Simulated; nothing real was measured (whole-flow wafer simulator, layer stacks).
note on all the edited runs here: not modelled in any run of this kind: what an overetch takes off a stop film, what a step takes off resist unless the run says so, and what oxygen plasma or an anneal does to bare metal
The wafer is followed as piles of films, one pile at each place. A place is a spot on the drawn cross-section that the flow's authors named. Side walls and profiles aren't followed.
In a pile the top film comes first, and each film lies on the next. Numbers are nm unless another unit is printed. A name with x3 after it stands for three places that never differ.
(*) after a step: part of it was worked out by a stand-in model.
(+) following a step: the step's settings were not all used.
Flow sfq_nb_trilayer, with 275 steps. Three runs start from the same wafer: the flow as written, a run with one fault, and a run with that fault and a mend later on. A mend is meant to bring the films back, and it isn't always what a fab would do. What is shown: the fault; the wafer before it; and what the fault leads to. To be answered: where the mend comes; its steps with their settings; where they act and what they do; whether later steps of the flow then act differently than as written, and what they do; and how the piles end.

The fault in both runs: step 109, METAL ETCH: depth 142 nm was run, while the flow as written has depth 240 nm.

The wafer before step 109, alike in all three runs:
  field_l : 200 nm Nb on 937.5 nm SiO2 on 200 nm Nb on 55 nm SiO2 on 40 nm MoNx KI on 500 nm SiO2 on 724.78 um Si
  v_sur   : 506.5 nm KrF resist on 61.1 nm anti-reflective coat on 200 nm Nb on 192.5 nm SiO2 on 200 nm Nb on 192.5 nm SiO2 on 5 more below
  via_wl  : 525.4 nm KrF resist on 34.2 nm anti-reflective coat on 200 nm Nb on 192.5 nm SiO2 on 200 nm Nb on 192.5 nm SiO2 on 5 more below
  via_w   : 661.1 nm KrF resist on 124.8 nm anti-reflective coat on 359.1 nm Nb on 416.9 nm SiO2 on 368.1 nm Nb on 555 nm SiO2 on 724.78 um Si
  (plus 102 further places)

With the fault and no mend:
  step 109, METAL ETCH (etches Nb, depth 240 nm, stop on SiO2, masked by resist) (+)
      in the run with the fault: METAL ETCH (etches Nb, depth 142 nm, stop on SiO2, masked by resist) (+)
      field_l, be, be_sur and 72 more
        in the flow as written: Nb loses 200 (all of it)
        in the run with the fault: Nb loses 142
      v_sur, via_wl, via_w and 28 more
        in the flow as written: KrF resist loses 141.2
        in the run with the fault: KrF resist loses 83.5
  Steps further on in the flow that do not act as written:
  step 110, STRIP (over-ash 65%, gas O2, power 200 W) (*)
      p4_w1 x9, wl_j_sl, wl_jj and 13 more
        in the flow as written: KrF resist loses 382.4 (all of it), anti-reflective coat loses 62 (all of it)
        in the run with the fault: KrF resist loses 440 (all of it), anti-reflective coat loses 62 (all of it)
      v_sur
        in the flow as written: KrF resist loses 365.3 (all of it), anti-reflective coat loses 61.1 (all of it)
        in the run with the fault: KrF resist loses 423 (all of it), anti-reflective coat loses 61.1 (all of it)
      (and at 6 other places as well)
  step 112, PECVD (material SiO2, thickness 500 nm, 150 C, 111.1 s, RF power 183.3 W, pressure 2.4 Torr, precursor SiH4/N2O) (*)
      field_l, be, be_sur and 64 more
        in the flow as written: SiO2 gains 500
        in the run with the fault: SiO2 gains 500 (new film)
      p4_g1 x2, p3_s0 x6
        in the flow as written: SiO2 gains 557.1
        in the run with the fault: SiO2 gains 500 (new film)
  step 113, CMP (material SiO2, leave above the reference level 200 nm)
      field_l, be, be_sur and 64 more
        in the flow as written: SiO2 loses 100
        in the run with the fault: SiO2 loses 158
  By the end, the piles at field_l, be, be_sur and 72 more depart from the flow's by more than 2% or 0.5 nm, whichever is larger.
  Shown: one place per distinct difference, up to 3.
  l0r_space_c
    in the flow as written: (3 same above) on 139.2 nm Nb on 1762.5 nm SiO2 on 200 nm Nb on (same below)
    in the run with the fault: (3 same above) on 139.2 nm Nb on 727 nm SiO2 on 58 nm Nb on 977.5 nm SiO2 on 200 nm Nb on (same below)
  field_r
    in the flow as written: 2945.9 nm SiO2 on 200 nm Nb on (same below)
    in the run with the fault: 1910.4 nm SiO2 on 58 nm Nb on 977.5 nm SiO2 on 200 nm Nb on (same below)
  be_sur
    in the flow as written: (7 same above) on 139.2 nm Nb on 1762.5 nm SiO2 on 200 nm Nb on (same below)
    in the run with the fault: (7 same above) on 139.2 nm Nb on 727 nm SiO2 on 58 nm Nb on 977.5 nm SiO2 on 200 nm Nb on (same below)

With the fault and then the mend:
  The mend stands after step 109.
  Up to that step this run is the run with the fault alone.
  step 109a, METAL ETCH (etches Nb, depth 98 nm, stop on SiO2, masked by resist) (+) (a further turn of the flow's step 109, with different settings)
      field_l, be, be_sur and 72 more
        Nb loses 58 (all of it)
      v_sur, via_wl, via_w and 28 more
        KrF resist loses 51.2
  Every later step of the flow that is run acts as written, at every place that is followed, to within 2% or 0.5 nm, whichever is larger.
  The piles end the same as the flow's at every place that both follow.
